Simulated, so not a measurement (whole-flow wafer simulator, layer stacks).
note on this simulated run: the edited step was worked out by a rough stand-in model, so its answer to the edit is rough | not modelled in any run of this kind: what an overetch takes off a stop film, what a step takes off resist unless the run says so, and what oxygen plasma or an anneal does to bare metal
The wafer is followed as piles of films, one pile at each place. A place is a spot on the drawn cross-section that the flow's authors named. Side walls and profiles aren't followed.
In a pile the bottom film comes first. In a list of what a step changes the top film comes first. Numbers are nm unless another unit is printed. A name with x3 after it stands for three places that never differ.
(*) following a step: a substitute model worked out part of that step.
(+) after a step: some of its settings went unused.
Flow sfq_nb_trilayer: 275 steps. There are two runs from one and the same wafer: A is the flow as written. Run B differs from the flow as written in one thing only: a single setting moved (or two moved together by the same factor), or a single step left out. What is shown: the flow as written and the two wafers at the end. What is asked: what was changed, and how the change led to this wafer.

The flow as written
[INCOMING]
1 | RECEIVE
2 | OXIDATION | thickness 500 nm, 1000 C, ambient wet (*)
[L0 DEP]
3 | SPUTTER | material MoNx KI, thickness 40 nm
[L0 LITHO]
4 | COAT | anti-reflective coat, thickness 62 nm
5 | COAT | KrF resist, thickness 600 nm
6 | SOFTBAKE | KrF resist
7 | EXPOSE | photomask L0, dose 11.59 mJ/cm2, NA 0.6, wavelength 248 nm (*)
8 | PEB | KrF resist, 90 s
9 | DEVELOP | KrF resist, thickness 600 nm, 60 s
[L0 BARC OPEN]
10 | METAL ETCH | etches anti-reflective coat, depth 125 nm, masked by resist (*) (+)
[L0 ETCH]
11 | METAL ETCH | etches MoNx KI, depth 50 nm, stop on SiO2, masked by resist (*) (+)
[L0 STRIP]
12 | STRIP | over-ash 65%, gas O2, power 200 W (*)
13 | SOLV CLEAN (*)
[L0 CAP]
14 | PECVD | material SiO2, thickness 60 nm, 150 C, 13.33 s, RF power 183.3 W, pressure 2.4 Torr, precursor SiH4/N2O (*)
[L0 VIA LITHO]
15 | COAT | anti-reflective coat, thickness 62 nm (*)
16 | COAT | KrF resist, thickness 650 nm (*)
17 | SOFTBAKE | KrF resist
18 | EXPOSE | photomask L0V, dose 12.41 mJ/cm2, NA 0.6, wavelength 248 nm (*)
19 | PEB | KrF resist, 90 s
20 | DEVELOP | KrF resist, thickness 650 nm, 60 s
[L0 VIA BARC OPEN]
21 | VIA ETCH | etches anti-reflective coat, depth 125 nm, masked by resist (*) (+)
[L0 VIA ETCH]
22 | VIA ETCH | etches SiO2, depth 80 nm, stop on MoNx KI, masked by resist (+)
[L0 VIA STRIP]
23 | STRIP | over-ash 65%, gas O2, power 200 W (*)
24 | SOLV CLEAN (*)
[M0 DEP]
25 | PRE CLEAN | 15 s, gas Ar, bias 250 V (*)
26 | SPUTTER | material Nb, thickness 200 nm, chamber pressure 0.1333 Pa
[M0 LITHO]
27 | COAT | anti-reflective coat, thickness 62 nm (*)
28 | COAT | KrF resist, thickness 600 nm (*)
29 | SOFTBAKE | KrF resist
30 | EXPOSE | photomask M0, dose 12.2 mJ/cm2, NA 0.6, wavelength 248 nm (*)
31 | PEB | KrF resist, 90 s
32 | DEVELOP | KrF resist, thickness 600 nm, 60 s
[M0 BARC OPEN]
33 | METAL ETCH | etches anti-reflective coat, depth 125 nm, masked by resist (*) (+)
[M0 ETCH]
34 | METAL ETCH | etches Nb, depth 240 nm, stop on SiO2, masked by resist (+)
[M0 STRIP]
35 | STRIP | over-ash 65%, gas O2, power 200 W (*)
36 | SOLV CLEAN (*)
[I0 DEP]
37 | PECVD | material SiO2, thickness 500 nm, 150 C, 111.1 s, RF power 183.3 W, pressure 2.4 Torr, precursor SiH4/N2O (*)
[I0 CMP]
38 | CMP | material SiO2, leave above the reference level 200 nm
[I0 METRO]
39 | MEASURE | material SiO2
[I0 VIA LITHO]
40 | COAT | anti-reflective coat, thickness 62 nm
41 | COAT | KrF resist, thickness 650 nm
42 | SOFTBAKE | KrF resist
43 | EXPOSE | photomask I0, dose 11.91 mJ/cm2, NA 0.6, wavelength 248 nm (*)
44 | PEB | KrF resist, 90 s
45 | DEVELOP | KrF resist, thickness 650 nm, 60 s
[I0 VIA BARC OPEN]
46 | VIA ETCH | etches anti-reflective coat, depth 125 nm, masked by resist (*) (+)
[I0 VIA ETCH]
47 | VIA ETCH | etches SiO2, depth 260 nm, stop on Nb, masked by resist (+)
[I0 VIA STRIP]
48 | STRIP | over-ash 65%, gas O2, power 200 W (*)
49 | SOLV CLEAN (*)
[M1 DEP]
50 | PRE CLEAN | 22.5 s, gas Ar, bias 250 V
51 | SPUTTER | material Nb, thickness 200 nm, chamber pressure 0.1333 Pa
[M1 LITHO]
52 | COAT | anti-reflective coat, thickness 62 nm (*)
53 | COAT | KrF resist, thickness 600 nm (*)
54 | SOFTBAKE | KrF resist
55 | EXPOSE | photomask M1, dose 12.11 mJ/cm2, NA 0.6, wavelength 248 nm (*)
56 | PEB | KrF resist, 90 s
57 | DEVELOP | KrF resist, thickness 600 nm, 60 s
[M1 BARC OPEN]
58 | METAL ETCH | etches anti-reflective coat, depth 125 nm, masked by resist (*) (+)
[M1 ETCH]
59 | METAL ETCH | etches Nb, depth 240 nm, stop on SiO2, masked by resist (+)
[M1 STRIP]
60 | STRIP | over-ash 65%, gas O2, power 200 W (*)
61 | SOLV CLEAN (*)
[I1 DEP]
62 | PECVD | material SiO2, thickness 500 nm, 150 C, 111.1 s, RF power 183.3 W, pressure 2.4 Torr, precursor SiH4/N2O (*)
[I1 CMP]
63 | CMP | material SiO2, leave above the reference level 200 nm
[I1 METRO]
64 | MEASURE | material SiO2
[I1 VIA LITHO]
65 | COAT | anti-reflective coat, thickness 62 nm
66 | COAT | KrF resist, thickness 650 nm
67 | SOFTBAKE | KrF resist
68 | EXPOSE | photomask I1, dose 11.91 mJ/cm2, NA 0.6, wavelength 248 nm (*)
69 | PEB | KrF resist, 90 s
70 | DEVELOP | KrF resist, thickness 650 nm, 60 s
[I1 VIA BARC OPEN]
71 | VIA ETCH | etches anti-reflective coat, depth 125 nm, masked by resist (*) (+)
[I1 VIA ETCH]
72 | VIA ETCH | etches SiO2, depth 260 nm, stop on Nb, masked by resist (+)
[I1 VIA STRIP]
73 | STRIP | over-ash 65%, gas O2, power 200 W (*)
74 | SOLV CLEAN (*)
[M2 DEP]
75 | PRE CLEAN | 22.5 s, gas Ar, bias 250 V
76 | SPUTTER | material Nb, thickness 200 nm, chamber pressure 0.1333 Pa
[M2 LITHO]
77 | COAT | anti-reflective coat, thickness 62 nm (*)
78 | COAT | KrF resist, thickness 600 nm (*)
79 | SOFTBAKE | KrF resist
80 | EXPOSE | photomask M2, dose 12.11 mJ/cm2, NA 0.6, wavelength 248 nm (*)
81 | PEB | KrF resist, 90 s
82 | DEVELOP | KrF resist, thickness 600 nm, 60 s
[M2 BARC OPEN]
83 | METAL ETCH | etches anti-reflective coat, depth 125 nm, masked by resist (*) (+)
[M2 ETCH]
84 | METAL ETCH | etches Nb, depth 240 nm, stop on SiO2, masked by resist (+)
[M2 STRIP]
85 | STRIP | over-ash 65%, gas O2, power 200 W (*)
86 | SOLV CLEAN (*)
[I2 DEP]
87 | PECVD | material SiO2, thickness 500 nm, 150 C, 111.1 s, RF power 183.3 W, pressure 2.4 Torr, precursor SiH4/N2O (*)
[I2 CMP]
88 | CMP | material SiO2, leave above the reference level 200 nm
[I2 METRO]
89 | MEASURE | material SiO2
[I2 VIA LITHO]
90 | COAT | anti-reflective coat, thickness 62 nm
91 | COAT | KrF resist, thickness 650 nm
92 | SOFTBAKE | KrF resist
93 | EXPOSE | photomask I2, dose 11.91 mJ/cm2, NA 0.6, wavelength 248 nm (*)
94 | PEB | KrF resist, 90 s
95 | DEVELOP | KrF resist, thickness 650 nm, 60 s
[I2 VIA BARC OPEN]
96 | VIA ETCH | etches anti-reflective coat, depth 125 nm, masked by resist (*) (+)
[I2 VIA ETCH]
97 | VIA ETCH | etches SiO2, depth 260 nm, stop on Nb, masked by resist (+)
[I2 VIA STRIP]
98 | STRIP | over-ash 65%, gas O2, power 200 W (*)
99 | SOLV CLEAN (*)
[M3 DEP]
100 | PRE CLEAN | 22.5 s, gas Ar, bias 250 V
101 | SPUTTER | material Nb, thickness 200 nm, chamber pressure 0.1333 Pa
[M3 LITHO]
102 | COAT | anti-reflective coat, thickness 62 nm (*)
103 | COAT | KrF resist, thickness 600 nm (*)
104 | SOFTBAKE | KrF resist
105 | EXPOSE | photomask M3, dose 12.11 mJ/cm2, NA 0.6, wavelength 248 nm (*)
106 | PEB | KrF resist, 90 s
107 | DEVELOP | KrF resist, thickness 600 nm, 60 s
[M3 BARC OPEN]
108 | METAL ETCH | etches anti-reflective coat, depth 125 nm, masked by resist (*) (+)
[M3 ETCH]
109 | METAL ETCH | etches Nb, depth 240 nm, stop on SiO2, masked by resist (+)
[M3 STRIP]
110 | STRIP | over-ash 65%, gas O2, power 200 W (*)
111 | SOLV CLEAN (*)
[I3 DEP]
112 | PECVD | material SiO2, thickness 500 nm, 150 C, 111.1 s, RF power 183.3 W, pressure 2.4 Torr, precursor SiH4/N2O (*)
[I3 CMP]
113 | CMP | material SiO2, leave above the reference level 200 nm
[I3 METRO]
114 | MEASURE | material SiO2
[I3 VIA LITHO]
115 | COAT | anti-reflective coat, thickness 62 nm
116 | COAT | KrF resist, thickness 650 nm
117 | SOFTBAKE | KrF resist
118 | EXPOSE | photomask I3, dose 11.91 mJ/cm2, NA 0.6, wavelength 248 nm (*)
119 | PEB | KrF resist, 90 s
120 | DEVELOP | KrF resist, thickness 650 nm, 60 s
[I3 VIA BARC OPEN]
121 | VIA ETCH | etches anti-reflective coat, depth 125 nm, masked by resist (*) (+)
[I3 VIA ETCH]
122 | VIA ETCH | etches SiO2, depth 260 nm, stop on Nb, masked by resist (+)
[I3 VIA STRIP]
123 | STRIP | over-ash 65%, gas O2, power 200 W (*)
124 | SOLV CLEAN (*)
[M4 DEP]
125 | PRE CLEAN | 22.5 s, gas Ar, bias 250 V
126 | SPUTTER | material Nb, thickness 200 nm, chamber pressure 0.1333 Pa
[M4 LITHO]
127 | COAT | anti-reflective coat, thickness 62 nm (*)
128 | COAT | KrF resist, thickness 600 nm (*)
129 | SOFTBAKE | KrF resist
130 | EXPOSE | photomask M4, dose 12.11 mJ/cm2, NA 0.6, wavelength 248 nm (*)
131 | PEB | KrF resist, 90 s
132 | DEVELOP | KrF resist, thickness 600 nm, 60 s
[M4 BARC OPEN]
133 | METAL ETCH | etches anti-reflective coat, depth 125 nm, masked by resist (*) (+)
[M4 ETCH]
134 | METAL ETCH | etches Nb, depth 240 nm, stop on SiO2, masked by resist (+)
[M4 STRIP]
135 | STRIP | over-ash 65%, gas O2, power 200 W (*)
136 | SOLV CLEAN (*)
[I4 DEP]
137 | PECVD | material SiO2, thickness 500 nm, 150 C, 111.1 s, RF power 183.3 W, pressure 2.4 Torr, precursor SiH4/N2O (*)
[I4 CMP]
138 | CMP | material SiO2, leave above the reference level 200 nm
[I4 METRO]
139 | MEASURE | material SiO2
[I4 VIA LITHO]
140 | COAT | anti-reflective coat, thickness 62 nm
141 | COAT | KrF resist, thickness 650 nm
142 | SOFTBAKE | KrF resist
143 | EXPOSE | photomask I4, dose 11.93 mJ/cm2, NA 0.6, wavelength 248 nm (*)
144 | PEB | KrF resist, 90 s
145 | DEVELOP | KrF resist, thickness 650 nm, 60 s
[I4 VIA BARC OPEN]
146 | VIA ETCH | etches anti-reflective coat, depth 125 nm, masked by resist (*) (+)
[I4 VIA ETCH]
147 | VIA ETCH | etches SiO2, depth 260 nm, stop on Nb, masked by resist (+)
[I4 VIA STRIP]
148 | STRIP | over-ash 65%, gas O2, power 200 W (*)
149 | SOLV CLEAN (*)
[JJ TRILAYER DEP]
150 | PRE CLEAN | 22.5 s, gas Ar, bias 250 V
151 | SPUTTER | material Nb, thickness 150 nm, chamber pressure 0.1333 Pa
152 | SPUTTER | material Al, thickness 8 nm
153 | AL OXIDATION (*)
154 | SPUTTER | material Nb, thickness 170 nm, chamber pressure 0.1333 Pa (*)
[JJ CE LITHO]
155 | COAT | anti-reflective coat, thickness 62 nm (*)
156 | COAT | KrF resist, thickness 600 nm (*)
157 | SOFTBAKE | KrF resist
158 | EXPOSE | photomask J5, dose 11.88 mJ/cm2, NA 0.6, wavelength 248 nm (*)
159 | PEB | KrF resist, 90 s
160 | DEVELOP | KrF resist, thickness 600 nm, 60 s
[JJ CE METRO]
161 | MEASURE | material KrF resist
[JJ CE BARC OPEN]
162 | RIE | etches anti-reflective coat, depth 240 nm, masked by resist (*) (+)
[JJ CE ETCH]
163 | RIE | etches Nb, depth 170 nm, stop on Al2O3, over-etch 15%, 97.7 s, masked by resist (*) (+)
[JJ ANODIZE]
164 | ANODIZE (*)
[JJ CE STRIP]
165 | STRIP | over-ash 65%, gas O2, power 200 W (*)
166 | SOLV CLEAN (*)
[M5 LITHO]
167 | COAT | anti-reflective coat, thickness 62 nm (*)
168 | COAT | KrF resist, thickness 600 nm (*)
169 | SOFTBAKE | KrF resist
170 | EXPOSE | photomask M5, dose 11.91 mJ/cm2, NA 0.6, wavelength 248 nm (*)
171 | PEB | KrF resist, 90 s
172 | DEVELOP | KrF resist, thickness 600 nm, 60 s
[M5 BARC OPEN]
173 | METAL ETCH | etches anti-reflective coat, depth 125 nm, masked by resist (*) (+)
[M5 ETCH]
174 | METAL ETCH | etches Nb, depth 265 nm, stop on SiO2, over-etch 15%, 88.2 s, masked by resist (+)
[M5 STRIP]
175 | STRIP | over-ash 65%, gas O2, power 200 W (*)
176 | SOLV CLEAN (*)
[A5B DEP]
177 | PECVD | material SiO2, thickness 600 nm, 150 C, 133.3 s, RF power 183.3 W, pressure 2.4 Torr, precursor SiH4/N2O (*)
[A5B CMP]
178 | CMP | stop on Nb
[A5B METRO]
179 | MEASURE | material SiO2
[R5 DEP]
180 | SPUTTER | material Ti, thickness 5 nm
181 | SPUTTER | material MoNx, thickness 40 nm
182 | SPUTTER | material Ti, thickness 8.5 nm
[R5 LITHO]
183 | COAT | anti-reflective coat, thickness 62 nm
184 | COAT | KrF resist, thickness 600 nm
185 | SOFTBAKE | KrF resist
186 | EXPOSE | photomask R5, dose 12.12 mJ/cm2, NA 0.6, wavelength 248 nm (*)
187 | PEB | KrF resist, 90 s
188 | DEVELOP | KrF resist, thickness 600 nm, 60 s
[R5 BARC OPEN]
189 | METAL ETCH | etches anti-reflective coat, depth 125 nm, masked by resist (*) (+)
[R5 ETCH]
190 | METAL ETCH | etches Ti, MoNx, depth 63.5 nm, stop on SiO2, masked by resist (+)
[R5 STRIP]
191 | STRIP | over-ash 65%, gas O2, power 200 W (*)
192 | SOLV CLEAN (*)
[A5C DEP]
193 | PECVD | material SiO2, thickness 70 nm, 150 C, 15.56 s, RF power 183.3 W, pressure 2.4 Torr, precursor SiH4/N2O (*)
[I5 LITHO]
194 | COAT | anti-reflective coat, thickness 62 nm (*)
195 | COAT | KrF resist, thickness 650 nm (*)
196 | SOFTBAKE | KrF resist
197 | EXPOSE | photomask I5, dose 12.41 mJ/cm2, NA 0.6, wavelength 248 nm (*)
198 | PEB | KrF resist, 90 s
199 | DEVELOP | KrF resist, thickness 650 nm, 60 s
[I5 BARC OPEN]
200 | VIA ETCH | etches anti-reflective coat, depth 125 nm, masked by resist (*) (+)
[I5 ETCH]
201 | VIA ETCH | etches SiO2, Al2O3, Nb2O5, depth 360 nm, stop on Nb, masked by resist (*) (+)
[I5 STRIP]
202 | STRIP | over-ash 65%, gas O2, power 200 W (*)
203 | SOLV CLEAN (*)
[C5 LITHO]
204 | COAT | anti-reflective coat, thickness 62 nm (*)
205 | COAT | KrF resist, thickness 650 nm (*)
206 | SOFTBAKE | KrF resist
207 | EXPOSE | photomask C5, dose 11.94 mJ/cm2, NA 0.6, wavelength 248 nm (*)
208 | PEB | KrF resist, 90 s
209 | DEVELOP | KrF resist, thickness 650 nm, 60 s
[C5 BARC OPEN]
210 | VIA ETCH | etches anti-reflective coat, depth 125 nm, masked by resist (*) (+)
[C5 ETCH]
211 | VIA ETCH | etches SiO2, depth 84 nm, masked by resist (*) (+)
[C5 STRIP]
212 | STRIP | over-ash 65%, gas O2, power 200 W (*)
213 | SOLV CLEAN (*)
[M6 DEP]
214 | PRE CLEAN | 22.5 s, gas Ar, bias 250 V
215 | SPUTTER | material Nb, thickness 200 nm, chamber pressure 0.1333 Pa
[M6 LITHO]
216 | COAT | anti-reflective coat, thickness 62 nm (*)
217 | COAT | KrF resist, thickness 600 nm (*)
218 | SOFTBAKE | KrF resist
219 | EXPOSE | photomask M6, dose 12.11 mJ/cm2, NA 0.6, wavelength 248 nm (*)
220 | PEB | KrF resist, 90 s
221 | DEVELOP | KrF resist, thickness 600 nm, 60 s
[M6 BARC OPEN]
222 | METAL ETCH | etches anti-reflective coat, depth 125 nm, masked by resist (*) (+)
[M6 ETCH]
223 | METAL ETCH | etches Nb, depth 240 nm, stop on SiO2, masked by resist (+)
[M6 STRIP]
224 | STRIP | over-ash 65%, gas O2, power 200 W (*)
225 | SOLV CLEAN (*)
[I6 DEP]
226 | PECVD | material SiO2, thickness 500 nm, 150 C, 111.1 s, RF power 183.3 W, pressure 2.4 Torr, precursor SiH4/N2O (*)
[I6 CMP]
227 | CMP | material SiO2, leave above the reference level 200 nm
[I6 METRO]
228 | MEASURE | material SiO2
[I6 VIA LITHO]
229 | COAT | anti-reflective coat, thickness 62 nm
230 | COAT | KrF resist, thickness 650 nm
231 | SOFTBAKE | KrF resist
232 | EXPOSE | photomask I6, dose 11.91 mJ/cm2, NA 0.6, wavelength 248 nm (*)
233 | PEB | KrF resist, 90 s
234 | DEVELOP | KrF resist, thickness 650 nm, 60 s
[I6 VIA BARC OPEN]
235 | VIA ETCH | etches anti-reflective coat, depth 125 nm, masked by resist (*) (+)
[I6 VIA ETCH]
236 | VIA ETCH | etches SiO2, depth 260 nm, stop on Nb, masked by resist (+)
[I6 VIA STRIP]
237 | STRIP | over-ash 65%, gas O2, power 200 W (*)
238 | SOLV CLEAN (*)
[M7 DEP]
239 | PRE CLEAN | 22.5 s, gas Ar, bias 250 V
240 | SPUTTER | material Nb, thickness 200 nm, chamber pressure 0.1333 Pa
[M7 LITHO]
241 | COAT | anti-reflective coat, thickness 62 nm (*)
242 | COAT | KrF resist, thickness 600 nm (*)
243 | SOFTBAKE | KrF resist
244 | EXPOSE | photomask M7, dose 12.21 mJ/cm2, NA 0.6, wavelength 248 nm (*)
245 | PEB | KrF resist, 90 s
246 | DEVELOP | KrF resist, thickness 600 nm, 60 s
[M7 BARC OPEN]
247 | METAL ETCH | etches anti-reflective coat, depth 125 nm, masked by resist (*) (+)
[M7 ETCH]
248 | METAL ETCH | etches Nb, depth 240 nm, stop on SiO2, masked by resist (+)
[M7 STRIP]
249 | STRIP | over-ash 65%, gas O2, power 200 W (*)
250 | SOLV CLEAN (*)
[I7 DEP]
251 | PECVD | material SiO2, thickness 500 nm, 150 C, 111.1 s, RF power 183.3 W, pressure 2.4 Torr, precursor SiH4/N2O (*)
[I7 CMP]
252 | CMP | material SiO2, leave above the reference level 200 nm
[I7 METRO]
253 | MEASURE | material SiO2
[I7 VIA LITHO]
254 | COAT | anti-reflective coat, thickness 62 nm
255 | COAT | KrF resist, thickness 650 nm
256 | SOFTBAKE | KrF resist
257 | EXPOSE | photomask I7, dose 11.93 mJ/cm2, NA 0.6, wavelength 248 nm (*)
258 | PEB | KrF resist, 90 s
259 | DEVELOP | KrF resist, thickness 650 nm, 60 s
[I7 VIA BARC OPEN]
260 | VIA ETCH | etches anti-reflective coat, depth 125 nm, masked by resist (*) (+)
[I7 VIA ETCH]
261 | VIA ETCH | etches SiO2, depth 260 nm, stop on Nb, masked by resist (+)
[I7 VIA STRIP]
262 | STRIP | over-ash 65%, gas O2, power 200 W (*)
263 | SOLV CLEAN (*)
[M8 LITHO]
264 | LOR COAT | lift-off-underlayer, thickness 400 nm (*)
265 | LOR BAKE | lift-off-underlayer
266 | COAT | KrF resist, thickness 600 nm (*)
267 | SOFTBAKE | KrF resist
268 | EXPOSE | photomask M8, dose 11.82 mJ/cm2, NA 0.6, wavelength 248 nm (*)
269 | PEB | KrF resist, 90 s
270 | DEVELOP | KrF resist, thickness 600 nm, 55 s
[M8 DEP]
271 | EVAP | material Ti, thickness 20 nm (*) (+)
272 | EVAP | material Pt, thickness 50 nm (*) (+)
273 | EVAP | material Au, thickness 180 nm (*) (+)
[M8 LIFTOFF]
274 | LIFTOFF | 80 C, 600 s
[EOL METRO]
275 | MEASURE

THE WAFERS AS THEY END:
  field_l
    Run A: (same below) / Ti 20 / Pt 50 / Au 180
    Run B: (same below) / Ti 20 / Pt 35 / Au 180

Cause: step 272, EVAP: thickness 35 nm was run, whereas the flow has thickness 50 nm.
The wafer lets one read it off: field_l has Pt 35, and step 272 as written asks for 50 nm.

Step by step, how the change led to this:
  272 | EVAP | material Pt, thickness 50 nm (*) (+)
      field_l, v_sur, via_wl and 103 more: A Pt gains 50 (new film) | B Pt gains 35 (new film)
  274 | LIFTOFF | 80 C, 600 s
      p4_fl x3, p4_w1 x9, p4_g1 x2 and 60 more: A Au loses 180 (all of it), Pt loses 50 (all of it), Ti loses 20 (all of it), KrF resist loses 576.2 (all of it), lift-off-underlayer loses 400 (all of it) | B Au loses 180 (all of it), Pt loses 35 (all of it), Ti loses 20 (all of it), KrF resist loses 576.2 (all of it), lift-off-underlayer loses 400 (all of it)
      c5j, ce_r: A Au loses 180 (all of it), Pt loses 50 (all of it), Ti loses 20 (all of it), KrF resist loses 573.3 (all of it), lift-off-underlayer loses 399.3 (all of it) | B Au loses 180 (all of it), Pt loses 35 (all of it), Ti loses 20 (all of it), KrF resist loses 573.3 (all of it), lift-off-underlayer loses 399.3 (all of it)
      (also at 19 further places)
